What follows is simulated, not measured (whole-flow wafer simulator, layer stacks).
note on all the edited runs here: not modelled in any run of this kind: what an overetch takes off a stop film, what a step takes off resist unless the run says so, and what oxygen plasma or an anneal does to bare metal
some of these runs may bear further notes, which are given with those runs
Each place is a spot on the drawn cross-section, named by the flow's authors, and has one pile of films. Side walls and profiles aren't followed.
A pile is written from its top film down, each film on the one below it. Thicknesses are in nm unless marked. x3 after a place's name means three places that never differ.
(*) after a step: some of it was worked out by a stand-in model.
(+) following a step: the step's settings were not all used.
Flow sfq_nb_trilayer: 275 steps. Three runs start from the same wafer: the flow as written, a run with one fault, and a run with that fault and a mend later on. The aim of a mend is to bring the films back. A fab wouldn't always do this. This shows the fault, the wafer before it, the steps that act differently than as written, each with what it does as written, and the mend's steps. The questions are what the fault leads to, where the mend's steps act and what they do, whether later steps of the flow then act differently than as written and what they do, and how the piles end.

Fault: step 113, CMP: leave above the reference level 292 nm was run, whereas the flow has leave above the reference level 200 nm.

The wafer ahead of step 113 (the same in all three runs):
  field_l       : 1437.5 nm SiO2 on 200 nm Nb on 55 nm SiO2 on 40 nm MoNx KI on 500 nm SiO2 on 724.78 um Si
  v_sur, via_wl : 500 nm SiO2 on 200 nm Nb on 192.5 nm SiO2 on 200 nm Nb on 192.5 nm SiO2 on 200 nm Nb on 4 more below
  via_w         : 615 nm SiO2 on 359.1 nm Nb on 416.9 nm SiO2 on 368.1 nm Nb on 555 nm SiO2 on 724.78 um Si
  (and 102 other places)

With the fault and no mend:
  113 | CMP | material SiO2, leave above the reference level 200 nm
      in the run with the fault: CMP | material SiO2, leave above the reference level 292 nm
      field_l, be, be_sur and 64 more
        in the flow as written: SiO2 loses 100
        in the run with the fault: SiO2 loses 8
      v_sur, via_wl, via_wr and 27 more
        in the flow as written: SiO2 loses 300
        in the run with the fault: SiO2 loses 208
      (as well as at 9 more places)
  Steps later in the flow that act otherwise than as written (not shown: 4 more steps that differ only slightly, by at most 2% or 0.5 nm, whichever is larger):
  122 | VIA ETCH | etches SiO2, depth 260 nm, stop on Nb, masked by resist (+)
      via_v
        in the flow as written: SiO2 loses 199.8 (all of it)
        in the run with the fault: SiO2 loses 260
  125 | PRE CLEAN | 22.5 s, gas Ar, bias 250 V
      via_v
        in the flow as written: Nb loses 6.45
        in the run with the fault: SiO2 loses 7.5
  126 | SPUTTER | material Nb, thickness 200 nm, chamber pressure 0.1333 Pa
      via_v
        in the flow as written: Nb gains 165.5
        in the run with the fault: Nb gains 152.6 (new film)
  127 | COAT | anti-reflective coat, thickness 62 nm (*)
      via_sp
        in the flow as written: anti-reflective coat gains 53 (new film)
        in the run with the fault: anti-reflective coat gains 50.1 (new film)
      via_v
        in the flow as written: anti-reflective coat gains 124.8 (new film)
        in the run with the fault: anti-reflective coat gains 128.6 (new film)
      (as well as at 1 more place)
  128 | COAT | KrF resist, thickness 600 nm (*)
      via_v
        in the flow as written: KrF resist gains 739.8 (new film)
        in the run with the fault: KrF resist gains 797.5 (new film)
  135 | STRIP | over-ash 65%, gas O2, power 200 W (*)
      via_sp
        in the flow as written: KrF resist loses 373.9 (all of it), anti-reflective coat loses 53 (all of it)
        in the run with the fault: KrF resist loses 369.8 (all of it), anti-reflective coat loses 50.1 (all of it)
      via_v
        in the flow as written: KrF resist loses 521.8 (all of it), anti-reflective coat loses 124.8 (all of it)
        in the run with the fault: KrF resist loses 579.3 (all of it), anti-reflective coat loses 128.6 (all of it)
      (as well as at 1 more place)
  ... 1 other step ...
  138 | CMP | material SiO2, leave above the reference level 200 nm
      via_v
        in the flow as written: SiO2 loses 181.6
        in the run with the fault: SiO2 loses 157.1
  At field_l, v_sur, via_wl and 103 more, the piles at the end differ from the flow's by more than 2% or 0.5 nm, whichever is larger.
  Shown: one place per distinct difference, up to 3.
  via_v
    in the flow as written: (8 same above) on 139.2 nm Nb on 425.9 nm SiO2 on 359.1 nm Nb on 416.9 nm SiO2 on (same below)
    in the run with the fault: (8 same above) on 139.2 nm Nb on 500.1 nm SiO2 on 152.6 nm Nb on 24.3 nm SiO2 on 200 nm Nb on 416.9 nm SiO2 on (same below)
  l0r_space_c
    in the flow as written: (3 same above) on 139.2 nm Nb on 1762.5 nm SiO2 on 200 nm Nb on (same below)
    in the run with the fault: (3 same above) on 139.2 nm Nb on 1854.5 nm SiO2 on 200 nm Nb on (same below)
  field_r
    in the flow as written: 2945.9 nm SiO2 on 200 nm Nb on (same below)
    in the run with the fault: 3037.9 nm SiO2 on 200 nm Nb on (same below)

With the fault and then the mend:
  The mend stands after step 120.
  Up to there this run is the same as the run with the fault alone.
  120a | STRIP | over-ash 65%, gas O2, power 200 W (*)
      field_l, v_sur, via_wl and 102 more
        KrF resist loses 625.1 (all of it), anti-reflective coat loses 62 (all of it)
      via_v
        anti-reflective coat loses 62 (all of it)
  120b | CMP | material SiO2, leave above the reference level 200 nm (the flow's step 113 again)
      field_l, v_sur, via_wl and 103 more
        SiO2 loses 92
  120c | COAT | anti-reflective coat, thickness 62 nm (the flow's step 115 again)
      field_l, v_sur, via_wl and 103 more
        anti-reflective coat gains 62 (new film)
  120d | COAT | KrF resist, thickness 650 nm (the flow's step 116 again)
      field_l, v_sur, via_wl and 103 more
        KrF resist gains 650 (new film)
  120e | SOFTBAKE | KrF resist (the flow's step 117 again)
      does not change any film at any place that is followed
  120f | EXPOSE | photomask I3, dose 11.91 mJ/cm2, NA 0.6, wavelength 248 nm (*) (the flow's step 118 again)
      does not change any film at any place that is followed
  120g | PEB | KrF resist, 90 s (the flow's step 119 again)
      field_l, v_sur, via_wl and 103 more
        KrF resist loses 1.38
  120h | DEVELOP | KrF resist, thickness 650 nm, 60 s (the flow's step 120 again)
      field_l, v_sur, via_wl and 102 more
        KrF resist loses 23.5
      via_v
        KrF resist loses 648.6 (all of it)
  None of the later steps of the flow acts differently than as written at any place that is followed.
  By the end, the piles equal the flow's at every place that both follow.
